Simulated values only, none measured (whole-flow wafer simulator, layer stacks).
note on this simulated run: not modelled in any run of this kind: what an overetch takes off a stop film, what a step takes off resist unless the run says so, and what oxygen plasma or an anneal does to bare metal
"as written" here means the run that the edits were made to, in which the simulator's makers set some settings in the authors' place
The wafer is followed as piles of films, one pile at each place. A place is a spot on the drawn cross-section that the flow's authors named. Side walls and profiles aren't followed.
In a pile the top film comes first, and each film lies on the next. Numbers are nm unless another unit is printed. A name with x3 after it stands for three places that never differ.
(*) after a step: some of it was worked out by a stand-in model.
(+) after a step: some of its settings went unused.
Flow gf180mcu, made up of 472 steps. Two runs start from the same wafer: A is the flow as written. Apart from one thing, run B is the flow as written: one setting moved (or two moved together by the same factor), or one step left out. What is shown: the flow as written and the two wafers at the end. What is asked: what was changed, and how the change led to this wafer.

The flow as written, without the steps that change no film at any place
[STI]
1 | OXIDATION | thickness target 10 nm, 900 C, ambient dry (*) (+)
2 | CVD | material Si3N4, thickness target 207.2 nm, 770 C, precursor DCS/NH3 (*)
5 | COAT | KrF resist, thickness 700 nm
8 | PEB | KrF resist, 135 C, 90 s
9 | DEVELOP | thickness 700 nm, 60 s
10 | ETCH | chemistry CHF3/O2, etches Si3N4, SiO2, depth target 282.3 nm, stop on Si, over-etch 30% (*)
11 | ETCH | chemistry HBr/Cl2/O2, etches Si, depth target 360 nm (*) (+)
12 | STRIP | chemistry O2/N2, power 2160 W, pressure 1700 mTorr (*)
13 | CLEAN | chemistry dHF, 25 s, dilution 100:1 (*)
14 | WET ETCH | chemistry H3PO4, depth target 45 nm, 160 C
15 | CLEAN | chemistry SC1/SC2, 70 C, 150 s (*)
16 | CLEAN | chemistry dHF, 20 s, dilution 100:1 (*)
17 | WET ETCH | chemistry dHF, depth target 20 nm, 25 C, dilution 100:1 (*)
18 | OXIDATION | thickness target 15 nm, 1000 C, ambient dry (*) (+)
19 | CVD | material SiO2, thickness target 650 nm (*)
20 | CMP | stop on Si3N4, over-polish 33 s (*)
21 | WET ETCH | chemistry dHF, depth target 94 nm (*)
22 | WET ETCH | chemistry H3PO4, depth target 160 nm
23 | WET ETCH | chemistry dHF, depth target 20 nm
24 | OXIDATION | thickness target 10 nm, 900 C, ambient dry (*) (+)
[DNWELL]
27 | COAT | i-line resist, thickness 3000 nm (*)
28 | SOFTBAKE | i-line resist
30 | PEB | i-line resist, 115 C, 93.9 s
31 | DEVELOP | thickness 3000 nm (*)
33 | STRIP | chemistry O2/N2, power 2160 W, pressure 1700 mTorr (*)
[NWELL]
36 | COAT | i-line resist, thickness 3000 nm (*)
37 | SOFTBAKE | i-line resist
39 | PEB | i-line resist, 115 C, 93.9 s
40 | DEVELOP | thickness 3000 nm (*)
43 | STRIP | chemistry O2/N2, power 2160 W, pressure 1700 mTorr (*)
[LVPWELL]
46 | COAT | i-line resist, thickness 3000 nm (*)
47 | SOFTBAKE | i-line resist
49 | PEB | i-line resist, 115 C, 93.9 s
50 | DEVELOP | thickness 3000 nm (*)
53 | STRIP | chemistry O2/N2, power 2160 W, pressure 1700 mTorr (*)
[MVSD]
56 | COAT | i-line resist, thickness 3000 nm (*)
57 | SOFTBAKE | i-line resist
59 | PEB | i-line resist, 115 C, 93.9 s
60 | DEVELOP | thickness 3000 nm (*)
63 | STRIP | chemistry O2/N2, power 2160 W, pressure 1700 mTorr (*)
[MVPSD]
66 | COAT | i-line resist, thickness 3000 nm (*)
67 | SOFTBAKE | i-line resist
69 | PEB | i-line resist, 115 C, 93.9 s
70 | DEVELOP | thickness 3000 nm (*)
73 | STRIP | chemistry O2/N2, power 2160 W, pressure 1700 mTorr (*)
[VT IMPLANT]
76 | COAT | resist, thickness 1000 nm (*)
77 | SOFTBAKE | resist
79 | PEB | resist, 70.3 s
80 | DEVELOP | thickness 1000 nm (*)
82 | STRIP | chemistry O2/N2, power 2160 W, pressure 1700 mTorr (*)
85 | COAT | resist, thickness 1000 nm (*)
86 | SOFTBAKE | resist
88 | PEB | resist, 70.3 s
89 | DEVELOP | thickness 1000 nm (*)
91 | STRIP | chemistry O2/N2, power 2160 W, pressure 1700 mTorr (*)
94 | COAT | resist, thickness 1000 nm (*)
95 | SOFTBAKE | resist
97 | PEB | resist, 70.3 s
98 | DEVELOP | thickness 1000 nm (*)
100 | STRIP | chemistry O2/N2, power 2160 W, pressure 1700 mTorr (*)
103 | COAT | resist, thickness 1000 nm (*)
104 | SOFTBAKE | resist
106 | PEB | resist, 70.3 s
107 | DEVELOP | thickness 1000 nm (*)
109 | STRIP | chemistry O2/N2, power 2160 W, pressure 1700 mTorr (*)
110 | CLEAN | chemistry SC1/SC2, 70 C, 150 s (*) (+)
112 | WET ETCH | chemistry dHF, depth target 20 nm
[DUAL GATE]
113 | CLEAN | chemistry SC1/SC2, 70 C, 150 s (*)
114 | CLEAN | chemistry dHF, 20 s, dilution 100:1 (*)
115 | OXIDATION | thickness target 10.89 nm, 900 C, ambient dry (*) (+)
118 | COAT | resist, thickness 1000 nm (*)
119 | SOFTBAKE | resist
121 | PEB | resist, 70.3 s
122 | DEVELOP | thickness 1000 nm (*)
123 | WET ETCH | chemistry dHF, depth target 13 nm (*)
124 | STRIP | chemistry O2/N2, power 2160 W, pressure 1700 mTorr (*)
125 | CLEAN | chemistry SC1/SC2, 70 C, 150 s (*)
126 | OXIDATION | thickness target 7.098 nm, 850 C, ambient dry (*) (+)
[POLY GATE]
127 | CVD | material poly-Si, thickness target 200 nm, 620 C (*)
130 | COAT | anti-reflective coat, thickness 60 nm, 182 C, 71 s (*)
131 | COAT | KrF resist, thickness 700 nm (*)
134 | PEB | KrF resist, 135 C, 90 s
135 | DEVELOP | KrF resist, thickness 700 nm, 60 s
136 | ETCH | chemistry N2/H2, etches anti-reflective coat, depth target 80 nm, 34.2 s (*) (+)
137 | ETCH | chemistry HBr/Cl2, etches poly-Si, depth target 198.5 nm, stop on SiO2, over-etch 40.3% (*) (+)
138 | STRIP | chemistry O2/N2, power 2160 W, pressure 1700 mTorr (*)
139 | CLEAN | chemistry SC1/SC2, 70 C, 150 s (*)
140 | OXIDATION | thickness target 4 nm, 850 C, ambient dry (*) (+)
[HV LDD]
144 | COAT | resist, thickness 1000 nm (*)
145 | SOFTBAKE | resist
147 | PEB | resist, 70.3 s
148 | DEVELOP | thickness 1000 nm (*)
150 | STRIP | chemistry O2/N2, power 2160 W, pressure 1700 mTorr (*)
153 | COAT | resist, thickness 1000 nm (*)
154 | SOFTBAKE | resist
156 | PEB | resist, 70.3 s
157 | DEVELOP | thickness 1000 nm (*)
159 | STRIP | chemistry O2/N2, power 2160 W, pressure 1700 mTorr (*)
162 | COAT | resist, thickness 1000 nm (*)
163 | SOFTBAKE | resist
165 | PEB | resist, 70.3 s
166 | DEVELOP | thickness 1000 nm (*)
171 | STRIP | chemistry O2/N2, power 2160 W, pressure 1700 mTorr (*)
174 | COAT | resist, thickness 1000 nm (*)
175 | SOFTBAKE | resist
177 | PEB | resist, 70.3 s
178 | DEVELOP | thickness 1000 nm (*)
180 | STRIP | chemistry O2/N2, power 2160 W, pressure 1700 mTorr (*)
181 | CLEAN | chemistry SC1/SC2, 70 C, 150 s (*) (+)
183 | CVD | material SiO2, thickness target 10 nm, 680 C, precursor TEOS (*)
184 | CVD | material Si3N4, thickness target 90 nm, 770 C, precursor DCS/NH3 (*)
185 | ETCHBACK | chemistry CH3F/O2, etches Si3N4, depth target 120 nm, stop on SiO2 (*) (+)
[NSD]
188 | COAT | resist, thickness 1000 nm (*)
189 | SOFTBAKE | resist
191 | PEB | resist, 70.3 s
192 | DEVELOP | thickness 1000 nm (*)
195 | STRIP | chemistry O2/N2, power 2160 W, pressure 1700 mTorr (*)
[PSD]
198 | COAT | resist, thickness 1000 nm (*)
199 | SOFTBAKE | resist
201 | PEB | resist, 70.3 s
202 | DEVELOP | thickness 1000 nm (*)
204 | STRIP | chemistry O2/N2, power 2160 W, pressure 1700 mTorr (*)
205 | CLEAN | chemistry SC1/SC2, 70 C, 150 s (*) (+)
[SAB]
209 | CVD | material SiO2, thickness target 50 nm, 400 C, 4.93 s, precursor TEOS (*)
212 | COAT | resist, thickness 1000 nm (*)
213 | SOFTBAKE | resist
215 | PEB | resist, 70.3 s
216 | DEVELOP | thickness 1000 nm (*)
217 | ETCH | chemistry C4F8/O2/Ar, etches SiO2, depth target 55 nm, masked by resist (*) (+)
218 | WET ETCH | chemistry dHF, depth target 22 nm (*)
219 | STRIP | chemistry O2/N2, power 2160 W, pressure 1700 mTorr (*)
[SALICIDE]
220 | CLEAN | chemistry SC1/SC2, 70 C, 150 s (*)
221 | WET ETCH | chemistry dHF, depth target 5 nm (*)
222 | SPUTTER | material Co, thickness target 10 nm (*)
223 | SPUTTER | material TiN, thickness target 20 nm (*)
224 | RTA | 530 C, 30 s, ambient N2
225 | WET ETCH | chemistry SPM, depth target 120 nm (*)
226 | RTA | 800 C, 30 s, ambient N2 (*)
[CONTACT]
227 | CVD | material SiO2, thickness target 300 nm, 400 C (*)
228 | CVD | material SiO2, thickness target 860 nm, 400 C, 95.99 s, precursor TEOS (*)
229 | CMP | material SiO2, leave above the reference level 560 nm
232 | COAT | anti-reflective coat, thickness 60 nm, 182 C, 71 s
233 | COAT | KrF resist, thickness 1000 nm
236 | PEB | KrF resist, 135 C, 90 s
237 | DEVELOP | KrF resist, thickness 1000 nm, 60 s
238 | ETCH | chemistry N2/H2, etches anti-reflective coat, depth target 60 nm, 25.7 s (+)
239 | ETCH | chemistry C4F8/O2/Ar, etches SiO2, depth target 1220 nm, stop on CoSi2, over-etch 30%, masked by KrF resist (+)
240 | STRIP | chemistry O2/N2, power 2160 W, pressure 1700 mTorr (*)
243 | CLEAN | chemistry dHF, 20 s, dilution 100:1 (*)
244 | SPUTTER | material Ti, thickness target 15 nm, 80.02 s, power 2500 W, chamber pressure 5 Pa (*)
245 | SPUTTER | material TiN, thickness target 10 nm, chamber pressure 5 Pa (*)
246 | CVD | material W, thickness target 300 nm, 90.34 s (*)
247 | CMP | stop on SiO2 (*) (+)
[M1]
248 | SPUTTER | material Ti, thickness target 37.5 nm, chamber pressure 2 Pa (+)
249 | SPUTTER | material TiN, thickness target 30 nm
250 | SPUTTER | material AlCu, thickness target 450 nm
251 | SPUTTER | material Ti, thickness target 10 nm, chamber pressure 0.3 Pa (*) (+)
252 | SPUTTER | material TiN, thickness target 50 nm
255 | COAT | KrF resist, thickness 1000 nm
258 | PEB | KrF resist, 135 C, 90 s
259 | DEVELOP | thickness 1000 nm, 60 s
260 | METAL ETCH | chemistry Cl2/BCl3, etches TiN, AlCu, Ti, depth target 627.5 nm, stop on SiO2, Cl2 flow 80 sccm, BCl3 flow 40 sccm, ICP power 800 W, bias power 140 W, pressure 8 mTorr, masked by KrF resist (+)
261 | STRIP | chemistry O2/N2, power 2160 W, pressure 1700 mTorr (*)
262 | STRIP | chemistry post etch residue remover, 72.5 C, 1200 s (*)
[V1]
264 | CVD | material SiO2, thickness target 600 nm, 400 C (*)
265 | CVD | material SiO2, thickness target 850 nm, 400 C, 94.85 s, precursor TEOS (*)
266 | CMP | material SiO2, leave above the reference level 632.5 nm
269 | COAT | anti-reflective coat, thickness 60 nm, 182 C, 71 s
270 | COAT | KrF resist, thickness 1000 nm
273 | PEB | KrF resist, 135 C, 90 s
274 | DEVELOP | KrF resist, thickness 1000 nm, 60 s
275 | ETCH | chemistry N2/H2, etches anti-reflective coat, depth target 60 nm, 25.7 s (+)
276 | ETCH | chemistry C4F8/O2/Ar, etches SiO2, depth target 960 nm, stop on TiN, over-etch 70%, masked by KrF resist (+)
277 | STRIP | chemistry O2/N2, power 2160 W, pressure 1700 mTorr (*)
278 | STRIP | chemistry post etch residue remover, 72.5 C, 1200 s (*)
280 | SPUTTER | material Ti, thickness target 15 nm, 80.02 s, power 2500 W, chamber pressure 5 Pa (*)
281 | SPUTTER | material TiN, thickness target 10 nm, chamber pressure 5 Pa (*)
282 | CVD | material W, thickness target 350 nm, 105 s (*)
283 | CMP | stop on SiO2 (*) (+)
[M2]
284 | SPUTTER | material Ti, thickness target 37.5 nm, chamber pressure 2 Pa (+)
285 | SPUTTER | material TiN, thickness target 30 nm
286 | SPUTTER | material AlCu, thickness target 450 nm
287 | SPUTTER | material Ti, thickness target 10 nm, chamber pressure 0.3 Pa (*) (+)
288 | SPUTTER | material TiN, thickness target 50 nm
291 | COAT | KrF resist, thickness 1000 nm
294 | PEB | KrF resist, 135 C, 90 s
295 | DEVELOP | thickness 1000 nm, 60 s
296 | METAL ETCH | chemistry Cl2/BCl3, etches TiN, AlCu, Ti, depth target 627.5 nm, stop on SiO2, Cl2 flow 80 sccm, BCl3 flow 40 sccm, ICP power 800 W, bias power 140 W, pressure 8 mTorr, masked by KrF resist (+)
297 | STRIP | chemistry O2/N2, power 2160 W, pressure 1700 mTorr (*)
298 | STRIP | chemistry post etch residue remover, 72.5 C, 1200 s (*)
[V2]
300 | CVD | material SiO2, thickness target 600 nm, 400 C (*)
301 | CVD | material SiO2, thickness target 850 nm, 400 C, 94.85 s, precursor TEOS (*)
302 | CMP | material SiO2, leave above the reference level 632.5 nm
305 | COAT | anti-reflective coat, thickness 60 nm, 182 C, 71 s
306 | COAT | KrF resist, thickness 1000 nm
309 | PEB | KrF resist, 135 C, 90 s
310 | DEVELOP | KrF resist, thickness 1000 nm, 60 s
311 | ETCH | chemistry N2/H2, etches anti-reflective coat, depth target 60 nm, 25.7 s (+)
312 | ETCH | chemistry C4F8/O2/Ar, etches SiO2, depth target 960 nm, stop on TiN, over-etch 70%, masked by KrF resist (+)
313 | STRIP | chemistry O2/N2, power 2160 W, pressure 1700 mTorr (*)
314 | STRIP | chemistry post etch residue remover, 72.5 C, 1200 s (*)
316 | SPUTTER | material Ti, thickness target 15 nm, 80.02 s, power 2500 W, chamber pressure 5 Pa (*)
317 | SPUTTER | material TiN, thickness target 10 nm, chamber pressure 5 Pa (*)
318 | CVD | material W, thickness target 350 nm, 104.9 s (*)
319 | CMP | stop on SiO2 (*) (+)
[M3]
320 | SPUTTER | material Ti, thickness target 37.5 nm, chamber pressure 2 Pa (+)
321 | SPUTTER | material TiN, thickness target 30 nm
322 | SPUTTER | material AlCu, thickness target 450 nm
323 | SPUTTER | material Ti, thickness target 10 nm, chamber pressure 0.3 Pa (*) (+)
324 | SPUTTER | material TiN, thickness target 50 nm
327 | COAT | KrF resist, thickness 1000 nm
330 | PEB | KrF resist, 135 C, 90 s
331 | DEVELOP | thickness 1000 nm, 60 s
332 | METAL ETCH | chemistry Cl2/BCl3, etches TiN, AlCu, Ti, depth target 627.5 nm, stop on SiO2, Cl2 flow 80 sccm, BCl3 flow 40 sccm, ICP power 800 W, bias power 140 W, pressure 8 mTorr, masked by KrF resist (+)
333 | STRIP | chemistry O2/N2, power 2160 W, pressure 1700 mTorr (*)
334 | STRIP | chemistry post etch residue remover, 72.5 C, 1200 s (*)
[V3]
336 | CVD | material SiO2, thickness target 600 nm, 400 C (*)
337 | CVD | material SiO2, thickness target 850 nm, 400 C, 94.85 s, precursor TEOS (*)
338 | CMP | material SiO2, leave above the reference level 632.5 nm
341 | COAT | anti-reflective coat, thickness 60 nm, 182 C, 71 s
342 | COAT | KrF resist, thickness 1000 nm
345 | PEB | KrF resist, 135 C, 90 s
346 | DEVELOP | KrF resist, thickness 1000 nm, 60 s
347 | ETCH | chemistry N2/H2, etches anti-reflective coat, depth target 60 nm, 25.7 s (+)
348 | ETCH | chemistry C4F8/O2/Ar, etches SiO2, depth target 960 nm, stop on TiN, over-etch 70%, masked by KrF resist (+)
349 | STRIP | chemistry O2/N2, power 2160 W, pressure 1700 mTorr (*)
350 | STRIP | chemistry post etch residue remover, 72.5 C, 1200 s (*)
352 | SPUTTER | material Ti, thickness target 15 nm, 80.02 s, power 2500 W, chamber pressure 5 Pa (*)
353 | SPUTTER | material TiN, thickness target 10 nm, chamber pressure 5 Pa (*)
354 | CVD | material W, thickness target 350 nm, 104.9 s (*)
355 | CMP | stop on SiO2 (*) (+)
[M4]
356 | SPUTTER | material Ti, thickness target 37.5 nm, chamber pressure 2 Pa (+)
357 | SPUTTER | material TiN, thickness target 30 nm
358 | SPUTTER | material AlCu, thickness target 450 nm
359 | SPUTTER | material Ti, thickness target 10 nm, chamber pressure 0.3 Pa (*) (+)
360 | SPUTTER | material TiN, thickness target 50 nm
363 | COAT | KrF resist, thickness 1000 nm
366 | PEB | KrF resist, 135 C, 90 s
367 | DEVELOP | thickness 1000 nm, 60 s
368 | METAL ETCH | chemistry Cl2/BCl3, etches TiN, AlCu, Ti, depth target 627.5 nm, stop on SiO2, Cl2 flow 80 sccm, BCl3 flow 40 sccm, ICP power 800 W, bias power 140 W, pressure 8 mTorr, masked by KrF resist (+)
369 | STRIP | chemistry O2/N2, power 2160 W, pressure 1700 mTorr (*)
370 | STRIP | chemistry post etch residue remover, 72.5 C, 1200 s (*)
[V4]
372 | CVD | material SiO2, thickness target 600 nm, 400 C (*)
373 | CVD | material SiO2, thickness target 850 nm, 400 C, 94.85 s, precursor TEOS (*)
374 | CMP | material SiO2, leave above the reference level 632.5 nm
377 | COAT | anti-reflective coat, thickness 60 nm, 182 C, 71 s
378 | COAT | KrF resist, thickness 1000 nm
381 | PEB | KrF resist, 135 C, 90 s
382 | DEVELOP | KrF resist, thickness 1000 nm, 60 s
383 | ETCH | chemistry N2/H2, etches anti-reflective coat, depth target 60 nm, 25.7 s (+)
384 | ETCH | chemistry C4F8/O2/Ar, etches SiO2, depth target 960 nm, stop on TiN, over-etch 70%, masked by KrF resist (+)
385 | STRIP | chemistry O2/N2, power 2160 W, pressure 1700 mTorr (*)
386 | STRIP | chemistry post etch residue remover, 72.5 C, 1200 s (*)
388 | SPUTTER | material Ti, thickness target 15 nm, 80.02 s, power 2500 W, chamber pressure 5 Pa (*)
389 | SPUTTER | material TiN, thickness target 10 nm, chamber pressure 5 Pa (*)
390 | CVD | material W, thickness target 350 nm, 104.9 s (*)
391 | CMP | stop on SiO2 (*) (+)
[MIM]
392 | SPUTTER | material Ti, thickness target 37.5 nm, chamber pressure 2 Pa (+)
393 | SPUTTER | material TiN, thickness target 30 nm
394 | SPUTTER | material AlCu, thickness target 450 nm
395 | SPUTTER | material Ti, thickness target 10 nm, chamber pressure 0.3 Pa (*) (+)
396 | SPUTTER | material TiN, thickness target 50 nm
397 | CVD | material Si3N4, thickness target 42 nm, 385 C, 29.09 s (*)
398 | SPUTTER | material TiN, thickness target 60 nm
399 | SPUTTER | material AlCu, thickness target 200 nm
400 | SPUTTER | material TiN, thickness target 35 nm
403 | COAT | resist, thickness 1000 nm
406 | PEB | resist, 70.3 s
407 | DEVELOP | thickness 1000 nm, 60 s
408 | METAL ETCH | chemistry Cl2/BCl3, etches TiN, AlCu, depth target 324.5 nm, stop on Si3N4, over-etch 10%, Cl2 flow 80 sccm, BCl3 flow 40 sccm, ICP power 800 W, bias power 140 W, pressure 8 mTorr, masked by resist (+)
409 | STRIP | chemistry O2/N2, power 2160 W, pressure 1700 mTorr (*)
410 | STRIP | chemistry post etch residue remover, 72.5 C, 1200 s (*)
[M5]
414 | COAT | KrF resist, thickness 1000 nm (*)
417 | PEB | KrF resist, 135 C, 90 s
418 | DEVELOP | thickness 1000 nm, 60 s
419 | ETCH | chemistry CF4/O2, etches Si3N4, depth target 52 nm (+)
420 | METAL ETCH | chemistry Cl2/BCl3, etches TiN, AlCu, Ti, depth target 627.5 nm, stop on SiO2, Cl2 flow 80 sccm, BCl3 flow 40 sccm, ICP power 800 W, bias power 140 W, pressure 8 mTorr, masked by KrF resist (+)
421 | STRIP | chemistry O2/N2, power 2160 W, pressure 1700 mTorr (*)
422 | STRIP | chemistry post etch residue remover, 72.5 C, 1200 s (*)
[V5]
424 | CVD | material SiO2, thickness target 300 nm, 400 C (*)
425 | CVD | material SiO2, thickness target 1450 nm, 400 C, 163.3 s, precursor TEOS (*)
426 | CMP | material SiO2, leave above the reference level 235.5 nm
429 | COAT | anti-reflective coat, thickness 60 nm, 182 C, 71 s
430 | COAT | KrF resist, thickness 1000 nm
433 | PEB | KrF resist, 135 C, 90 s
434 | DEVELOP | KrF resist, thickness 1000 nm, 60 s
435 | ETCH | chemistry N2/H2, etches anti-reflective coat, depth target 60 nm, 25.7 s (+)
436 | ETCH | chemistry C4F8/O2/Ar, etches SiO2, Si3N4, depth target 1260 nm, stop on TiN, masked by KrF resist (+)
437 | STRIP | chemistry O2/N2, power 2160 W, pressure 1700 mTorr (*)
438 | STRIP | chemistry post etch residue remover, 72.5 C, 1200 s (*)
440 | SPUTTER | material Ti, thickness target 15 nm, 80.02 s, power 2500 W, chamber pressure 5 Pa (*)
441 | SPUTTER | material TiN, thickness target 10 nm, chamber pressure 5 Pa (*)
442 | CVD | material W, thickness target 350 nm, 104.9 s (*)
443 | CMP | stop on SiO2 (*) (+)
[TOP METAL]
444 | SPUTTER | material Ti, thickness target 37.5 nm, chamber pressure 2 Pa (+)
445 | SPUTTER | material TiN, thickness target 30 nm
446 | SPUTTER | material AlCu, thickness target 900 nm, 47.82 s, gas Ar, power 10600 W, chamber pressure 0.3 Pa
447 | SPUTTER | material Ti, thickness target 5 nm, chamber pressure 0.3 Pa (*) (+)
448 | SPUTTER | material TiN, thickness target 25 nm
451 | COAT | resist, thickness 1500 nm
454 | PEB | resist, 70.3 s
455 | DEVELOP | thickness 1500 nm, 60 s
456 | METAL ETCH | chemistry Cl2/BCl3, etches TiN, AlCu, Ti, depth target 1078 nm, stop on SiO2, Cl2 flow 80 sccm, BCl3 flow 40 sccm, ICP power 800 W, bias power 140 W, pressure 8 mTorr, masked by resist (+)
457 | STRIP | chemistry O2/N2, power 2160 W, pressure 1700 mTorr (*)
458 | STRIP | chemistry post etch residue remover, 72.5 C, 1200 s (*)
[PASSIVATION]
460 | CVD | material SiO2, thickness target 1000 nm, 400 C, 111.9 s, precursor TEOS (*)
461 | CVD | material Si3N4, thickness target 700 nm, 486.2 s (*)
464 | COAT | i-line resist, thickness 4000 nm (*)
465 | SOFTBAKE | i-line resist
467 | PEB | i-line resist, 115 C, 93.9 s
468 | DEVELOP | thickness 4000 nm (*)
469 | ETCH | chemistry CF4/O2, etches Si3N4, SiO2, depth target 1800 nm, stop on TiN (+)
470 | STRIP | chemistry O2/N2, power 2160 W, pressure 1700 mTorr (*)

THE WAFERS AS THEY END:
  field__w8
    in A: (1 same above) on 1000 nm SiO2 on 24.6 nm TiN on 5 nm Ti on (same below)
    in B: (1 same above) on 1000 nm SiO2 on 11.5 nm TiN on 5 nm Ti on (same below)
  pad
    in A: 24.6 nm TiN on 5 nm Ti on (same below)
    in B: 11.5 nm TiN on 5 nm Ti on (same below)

Cause: step 448, SPUTTER: thickness target 11.9 nm was run, while the flow as written has thickness target 25 nm.

Step by step, how the change led to this:
  448 | SPUTTER | material TiN, thickness target 25 nm
      field, field__w1, field__w2 and 109 more: A +25 TiN (new film) | B +11.9 TiN (new film)
  456 | METAL ETCH | chemistry Cl2/BCl3, etches TiN, AlCu, Ti, depth target 1078 nm, stop on SiO2, Cl2 flow 80 sccm, BCl3 flow 40 sccm, ICP power 800 W, bias power 140 W, pressure 8 mTorr, masked by resist (+)
      field, field__w1, field__w2 and 103 more: A -25 TiN (all of it), -5 Ti (all of it), -900 AlCu (all of it), -30 TiN (all of it), -37.5 Ti (all of it) | B -11.9 TiN (all of it), -5 Ti (all of it), -900 AlCu (all of it), -30 TiN (all of it), -37.5 Ti (all of it)
  465 | SOFTBAKE | i-line resist
      field__w2: A +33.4 i-line resist | B +32.7 i-line resist
      field__w3: A +33.6 i-line resist | B +32.9 i-line resist
      (as well as at 4 more places)
